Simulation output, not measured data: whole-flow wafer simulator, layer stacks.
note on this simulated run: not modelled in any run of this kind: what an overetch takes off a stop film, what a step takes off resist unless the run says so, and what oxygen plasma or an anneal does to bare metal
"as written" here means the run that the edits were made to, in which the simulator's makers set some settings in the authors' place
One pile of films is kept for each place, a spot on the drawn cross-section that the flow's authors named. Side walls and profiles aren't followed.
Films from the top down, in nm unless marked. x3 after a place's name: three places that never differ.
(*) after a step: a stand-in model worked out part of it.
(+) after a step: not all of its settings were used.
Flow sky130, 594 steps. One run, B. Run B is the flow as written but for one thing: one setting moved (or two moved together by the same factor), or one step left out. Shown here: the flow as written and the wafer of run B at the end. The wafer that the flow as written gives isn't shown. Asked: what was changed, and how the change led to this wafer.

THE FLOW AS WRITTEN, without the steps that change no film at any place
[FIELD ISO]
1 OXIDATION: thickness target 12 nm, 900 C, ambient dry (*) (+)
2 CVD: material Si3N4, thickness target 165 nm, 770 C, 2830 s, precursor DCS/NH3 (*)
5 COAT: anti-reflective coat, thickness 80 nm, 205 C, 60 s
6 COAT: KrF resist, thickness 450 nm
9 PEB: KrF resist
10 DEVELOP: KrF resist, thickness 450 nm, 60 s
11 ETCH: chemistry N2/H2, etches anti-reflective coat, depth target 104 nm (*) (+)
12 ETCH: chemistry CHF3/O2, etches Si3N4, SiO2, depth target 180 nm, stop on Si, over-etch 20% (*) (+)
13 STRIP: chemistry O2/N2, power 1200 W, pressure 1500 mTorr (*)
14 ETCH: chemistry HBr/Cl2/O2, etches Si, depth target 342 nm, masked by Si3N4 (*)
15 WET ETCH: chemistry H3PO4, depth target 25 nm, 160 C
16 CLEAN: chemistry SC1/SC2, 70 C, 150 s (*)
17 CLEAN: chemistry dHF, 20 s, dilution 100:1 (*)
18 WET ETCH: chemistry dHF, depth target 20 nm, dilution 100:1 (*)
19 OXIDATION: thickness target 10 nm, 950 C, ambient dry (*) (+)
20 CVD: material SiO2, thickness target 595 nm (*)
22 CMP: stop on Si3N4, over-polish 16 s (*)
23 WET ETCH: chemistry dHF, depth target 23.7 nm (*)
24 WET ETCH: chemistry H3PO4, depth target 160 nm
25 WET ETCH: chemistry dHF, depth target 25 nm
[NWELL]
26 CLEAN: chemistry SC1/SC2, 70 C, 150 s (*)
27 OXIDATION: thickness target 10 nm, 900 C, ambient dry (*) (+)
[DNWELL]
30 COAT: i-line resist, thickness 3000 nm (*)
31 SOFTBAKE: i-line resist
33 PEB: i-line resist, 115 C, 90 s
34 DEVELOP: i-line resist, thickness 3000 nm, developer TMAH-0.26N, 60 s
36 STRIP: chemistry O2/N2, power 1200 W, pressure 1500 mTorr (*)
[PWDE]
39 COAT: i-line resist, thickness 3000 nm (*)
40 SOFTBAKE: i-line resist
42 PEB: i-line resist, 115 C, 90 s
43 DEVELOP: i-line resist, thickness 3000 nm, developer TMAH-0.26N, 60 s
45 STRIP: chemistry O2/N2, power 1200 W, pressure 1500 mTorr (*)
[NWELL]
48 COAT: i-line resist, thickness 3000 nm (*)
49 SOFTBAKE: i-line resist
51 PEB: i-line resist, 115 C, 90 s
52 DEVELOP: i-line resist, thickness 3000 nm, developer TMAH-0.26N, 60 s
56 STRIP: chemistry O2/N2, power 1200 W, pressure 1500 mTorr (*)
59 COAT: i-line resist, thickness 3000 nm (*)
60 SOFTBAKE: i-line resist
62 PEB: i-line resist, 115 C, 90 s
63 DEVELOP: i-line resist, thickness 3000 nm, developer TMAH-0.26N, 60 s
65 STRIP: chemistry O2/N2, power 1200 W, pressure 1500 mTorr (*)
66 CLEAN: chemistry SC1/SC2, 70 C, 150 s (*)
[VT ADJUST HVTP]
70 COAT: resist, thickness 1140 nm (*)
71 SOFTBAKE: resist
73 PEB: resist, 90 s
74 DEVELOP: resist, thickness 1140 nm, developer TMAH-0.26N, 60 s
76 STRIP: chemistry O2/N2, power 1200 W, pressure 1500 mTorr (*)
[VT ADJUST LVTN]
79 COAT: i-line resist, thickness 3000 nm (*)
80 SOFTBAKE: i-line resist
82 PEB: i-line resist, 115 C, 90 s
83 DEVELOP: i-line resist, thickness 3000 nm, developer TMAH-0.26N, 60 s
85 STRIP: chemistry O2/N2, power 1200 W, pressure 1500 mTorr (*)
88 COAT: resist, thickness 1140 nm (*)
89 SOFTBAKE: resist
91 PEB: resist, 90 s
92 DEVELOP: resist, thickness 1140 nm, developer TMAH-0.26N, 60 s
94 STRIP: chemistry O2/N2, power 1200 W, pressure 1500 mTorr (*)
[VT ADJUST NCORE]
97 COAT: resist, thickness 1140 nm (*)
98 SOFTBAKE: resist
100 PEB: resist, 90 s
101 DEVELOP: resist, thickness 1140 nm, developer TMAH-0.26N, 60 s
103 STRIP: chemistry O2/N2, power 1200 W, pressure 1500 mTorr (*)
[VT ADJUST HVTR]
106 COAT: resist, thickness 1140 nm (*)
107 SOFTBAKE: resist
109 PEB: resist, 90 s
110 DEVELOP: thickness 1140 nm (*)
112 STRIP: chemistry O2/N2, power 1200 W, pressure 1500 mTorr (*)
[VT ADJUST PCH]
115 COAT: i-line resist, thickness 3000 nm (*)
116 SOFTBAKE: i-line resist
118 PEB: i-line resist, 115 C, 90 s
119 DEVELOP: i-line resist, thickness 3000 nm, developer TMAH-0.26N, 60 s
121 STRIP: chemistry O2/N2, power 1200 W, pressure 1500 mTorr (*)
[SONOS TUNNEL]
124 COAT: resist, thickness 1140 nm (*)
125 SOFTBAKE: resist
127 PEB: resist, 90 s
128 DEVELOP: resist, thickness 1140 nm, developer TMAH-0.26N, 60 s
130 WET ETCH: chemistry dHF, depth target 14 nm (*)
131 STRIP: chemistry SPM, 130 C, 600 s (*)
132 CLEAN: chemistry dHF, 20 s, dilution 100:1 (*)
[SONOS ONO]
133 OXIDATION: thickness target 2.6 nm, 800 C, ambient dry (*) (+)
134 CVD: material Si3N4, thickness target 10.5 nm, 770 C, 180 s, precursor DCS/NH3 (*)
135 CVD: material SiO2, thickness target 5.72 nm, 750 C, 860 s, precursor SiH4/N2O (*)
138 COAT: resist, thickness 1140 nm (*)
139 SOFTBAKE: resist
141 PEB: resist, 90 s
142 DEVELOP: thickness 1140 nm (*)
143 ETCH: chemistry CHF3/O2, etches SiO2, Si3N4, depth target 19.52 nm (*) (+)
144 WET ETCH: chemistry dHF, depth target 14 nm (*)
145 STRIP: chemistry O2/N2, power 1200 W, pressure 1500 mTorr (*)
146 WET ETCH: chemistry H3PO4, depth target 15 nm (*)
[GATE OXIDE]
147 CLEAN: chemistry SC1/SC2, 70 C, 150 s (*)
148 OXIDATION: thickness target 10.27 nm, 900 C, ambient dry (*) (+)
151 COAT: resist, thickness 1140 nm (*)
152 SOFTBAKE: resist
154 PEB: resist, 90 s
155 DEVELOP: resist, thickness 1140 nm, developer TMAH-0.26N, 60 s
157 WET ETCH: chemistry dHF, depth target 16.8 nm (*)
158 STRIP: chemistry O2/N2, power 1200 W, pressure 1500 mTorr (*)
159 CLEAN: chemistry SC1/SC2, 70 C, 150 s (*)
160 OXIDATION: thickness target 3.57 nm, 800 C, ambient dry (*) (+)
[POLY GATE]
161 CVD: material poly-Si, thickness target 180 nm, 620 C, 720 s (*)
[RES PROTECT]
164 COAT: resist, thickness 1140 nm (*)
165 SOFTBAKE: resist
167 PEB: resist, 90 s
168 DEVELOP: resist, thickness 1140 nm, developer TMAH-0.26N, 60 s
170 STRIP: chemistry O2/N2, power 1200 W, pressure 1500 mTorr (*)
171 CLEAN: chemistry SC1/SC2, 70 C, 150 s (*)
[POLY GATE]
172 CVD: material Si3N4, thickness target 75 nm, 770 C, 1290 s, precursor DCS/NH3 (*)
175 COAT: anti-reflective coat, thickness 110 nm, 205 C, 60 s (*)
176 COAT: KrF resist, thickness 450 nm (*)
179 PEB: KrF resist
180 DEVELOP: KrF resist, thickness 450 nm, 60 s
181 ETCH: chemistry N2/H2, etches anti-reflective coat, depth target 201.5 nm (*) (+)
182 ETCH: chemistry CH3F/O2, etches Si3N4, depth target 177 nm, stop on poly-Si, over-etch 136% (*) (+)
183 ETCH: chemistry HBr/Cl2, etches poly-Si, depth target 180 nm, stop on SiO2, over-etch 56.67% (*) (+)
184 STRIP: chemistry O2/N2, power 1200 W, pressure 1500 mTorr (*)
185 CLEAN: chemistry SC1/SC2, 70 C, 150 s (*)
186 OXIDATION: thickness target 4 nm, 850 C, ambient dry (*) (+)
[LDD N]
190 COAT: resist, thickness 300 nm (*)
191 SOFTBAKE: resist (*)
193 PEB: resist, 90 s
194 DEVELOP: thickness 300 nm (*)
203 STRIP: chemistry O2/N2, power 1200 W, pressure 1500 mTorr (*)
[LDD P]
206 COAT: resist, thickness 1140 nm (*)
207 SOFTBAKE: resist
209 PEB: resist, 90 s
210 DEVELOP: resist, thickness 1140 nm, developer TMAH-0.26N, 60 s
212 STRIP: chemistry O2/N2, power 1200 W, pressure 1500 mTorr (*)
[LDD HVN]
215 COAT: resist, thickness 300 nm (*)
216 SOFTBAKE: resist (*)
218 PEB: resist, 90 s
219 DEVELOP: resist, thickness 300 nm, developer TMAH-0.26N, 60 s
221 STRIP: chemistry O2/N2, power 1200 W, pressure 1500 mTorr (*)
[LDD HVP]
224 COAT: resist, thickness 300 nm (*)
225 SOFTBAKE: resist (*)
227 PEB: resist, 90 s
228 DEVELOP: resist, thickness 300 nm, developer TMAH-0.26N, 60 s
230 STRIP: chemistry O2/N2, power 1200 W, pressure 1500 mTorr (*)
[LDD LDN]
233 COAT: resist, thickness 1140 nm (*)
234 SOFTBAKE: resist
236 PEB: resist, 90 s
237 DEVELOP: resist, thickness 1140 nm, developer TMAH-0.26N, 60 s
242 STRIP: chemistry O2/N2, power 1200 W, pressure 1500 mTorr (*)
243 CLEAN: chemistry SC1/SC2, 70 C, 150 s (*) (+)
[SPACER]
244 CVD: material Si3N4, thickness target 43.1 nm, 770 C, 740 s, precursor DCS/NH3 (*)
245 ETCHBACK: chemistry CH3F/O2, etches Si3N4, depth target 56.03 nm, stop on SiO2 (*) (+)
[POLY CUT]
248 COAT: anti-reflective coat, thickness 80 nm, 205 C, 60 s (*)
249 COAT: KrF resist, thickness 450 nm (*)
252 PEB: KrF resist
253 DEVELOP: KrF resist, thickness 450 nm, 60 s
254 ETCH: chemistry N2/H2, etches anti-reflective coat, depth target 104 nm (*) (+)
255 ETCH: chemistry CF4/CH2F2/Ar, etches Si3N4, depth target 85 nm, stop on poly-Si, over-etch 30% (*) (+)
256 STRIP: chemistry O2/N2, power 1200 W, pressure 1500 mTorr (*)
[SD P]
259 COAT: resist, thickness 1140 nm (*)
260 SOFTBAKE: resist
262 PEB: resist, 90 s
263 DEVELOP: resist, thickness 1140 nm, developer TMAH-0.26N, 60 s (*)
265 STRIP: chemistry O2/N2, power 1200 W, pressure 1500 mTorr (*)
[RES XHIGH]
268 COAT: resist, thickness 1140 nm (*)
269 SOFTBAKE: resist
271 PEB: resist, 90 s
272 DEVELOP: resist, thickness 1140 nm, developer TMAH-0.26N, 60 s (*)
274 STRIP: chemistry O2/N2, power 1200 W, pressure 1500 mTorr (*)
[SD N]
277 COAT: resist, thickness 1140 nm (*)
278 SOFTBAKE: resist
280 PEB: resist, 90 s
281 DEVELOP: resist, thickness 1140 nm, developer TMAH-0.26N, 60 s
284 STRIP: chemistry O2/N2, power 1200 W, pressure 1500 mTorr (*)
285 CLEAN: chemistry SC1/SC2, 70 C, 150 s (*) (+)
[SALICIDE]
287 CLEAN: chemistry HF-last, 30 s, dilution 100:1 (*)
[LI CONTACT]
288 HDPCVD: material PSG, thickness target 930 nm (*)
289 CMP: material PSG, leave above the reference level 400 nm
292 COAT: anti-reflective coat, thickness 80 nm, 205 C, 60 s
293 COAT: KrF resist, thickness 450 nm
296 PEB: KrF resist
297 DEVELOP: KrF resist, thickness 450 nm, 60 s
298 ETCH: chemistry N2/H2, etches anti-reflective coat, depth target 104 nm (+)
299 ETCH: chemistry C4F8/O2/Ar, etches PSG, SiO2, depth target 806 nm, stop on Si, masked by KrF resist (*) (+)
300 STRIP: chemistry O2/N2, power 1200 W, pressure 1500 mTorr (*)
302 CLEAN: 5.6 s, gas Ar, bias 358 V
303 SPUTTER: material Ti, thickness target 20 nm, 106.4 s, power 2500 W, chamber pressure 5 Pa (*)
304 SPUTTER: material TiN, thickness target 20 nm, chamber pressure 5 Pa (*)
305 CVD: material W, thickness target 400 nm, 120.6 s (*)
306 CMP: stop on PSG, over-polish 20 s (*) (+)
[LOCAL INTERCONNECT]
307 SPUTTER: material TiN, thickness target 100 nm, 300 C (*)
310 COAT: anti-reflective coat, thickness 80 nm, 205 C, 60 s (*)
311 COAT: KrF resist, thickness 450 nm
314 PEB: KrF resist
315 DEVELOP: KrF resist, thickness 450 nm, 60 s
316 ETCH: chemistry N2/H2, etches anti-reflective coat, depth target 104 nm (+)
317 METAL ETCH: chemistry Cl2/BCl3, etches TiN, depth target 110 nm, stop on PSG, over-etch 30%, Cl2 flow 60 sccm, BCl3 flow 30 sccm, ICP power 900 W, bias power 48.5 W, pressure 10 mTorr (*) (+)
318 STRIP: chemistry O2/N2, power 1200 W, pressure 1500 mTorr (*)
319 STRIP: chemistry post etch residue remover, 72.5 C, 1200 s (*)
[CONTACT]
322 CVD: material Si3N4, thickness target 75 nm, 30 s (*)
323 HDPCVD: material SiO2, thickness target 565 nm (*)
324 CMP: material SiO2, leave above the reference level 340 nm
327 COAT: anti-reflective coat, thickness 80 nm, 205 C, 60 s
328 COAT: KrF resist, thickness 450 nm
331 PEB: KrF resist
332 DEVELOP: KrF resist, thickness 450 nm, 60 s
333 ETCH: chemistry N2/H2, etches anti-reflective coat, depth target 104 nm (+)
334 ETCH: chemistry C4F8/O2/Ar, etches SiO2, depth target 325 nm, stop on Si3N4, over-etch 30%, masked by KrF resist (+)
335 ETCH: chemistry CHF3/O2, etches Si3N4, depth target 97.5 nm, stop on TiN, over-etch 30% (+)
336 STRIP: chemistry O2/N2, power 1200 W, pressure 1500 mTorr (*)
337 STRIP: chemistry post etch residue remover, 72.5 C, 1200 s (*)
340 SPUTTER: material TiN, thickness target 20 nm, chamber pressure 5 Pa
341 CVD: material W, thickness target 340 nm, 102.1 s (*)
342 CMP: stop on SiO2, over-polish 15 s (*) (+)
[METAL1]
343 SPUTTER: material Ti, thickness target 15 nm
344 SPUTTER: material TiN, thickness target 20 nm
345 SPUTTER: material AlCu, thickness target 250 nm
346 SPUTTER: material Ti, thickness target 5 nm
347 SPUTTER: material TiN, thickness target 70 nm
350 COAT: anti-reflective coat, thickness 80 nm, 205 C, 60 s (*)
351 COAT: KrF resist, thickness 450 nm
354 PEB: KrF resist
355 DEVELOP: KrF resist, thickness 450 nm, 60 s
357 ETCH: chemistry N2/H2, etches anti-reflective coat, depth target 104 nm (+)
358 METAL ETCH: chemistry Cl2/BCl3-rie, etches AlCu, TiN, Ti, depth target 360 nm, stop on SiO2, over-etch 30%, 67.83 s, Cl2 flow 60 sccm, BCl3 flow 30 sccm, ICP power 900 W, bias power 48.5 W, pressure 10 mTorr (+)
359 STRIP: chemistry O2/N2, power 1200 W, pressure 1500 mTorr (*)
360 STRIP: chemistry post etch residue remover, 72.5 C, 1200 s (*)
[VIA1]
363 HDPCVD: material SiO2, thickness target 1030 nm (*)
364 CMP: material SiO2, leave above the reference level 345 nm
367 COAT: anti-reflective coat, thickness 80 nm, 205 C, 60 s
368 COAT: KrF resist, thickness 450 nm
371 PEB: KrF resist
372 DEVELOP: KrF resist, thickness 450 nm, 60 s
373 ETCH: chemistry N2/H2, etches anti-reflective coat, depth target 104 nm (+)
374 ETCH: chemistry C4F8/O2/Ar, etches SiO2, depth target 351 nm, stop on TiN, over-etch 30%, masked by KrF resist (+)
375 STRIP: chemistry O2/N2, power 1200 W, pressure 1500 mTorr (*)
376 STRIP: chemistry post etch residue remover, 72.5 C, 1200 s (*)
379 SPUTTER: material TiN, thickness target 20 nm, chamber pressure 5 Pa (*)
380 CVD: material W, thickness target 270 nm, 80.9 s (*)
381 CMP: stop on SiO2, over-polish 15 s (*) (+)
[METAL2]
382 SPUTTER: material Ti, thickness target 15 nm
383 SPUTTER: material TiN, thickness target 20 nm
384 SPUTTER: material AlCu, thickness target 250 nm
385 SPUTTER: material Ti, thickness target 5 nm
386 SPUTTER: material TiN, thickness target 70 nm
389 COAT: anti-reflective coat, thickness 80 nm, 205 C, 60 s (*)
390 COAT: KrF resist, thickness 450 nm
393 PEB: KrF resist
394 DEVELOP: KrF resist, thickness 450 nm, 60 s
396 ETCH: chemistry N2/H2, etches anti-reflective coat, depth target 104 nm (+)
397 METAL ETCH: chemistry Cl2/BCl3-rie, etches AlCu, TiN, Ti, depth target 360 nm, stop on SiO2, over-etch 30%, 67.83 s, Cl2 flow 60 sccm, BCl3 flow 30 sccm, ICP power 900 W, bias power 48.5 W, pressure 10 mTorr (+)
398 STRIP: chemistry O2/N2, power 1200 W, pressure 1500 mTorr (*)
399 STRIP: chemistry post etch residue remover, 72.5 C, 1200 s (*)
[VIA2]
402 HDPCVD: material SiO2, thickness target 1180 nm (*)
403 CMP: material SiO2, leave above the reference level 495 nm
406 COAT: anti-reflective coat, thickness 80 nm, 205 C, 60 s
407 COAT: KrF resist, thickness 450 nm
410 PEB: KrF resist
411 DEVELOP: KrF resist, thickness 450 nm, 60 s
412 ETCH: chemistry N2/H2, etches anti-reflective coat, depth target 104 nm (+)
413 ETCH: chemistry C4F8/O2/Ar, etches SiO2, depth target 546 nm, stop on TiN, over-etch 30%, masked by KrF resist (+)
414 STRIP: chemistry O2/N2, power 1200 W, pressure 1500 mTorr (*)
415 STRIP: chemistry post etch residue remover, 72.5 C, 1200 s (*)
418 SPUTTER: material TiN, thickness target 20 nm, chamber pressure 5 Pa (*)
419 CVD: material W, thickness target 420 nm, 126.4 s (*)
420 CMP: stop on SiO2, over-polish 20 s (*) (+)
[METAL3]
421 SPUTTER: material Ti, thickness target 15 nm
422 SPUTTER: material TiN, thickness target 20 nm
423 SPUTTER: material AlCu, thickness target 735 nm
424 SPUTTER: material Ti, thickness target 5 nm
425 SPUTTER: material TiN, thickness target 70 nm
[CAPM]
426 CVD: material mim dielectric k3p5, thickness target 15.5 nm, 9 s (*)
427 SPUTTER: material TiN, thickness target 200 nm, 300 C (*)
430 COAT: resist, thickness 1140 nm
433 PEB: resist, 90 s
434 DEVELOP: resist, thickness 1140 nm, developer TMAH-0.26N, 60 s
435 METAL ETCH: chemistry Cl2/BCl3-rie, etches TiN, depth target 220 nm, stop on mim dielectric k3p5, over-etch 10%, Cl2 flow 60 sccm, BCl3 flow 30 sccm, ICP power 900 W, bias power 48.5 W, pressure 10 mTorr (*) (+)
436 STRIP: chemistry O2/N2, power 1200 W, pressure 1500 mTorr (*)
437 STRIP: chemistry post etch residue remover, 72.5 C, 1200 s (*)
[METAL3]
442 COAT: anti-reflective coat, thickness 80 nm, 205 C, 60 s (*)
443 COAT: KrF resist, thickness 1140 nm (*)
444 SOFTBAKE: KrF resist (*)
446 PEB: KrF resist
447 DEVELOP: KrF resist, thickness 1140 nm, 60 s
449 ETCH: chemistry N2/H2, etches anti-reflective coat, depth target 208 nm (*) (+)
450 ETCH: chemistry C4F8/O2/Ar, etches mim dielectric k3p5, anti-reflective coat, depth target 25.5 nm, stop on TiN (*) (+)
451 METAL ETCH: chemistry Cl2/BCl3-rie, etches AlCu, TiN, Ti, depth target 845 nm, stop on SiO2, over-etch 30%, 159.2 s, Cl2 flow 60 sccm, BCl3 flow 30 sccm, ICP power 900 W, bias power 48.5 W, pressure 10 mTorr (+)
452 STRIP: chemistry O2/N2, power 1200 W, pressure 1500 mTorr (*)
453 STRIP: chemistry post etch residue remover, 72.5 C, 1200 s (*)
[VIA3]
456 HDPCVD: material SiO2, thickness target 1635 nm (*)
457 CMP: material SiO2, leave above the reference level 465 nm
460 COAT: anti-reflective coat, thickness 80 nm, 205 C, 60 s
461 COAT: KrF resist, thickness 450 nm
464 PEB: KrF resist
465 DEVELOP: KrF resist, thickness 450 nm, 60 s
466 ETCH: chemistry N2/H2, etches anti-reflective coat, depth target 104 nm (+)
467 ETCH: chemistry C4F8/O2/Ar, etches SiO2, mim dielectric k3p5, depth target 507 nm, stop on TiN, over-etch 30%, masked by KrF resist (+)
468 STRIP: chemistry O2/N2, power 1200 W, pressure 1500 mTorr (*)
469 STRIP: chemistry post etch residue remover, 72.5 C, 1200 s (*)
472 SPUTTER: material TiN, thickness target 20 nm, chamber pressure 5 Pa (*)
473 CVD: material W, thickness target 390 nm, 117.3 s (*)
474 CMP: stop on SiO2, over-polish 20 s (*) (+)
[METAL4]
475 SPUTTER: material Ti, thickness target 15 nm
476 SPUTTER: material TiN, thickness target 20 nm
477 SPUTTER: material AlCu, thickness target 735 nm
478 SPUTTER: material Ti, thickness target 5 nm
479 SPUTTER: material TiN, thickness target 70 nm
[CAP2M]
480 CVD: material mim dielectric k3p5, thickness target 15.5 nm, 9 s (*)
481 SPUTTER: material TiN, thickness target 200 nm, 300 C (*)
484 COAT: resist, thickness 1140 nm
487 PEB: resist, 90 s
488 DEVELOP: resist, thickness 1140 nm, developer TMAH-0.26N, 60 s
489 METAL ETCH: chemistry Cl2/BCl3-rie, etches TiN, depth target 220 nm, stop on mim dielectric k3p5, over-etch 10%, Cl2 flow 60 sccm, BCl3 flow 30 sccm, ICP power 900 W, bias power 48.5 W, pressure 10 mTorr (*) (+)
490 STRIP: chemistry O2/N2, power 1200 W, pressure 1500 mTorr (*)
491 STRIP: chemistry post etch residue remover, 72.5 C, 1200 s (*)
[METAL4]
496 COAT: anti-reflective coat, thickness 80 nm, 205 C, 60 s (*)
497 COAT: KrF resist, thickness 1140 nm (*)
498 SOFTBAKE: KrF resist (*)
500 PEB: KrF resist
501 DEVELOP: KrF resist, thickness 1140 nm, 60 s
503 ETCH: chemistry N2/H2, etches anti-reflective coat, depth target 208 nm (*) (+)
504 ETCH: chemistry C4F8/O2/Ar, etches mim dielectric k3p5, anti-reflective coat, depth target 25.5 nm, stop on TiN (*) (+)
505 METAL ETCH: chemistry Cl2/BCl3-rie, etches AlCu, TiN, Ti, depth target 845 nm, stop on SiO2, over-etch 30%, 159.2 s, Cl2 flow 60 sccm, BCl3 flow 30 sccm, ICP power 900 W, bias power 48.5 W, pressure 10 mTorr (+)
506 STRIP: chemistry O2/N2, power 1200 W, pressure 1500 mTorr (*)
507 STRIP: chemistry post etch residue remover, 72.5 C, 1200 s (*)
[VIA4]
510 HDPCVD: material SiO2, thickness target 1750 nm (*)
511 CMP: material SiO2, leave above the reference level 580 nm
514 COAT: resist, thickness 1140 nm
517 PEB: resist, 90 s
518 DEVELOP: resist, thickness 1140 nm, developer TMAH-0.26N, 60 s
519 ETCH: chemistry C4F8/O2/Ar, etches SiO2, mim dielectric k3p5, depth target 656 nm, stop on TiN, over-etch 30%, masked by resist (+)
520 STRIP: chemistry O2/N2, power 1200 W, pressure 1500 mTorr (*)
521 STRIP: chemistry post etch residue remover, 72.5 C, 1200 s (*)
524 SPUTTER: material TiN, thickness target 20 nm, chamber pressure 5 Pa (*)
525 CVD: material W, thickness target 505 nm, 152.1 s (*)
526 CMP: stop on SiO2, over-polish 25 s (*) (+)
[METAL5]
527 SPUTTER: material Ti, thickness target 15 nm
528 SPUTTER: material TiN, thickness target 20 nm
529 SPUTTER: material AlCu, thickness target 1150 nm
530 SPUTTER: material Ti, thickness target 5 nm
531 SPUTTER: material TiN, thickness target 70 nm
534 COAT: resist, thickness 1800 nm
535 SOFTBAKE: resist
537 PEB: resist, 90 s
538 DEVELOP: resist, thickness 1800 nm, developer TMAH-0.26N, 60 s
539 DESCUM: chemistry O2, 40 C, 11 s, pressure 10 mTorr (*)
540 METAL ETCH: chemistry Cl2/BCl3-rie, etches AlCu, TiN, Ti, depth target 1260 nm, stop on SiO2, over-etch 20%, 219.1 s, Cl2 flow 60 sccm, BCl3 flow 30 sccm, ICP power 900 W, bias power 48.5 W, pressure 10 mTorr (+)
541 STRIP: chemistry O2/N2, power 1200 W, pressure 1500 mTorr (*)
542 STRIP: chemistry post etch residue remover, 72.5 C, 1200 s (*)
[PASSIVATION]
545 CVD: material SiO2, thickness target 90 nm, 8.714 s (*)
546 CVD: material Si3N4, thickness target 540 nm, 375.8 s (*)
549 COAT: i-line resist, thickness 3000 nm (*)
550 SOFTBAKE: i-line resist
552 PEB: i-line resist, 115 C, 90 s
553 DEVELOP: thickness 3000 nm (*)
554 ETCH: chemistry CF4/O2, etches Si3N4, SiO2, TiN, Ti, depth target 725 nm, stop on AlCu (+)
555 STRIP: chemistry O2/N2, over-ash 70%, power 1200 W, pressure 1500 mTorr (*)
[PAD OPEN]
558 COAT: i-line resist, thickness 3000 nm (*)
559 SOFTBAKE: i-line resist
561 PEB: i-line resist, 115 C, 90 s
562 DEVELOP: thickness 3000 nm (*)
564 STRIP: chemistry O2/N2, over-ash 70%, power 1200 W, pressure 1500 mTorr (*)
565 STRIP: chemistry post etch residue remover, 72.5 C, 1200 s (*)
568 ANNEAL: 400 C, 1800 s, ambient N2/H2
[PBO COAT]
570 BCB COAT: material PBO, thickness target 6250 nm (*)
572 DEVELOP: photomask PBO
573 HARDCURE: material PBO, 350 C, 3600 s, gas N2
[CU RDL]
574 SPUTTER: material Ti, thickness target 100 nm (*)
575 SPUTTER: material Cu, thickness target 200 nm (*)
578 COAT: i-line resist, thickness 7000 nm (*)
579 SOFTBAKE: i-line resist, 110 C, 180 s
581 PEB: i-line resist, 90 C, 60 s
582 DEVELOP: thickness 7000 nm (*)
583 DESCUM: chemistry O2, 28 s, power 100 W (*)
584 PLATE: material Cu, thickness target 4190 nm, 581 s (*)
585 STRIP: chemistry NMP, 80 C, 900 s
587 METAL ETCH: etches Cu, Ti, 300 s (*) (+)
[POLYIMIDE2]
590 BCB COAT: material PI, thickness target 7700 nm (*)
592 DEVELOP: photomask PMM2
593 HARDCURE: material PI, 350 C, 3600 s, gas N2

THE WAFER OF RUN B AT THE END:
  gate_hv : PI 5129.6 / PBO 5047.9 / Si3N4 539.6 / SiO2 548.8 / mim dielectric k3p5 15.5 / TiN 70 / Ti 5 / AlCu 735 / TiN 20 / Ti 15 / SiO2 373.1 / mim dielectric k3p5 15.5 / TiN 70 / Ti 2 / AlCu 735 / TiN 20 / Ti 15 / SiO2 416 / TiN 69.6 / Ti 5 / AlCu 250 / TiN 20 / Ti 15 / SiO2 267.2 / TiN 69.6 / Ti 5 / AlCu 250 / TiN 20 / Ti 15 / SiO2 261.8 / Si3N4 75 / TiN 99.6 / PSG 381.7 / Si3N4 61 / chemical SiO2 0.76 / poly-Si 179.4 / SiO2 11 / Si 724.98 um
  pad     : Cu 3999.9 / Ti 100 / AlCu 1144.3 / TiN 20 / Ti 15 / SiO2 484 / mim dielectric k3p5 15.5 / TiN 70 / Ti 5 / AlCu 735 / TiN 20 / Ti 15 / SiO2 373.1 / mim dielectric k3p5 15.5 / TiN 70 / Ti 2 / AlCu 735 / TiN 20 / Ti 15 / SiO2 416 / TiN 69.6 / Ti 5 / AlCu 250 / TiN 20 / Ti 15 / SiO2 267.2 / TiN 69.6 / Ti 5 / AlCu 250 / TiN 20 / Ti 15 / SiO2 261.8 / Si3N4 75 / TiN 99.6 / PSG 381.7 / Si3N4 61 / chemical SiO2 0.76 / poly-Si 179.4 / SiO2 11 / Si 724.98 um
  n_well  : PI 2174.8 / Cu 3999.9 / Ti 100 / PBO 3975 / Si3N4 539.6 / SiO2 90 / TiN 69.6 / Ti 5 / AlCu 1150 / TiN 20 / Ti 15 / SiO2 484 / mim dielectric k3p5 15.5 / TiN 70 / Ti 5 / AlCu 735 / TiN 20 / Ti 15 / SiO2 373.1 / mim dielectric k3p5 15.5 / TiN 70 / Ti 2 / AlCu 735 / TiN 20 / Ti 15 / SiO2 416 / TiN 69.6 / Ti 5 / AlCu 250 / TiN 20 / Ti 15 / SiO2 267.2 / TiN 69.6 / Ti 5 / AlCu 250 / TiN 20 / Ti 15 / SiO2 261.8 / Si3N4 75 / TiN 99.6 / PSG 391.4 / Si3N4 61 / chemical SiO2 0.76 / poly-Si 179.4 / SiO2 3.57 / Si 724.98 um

The cause: step 424, SPUTTER: thickness target 2 nm was run, where the flow has thickness target 5 nm.
It can be read off the wafer: gate_hv has Ti 2, and step 424 as written asks for 5 nm.

How the change led to this, step by step:
  424 SPUTTER: material Ti, thickness target 5 nm
      field, active, n_well and 188 more: Ti +2 (new film) (as written it would be: Ti +5 (new film))
  451 METAL ETCH: chemistry Cl2/BCl3-rie, etches AlCu, TiN, Ti, depth target 845 nm, stop on SiO2, over-etch 30%, 159.2 s, Cl2 flow 60 sccm, BCl3 flow 30 sccm, ICP power 900 W, bias power 48.5 W, pressure 10 mTorr (+)
      field, active, gate and 62 more: TiN -70 (all of it), Ti -2 (all of it), AlCu -735 (all of it), TiN -20 (all of it), Ti -15 (all of it), SiO2 -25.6 (as written it would be: TiN -70 (all of it), Ti -5 (all of it), AlCu -735 (all of it), TiN -20 (all of it), Ti -15 (all of it), SiO2 -25.4)
      vpp_ln, vpp_iso2, ndiff_ln, ndiff_cd, via1_hole, via1_enc, via_li1, m2_ln_cd: TiN -70 (all of it), Ti -2 (all of it), AlCu -735 (all of it), TiN -20 (all of it), Ti -15 (all of it), SiO2 -25.6 (as written it would be: TiN -70 (all of it), Ti -5 (all of it), AlCu -735 (all of it), TiN -20 (all of it), Ti -15 (all of it), SiO2 -25.3)
      (and at 12 more places)
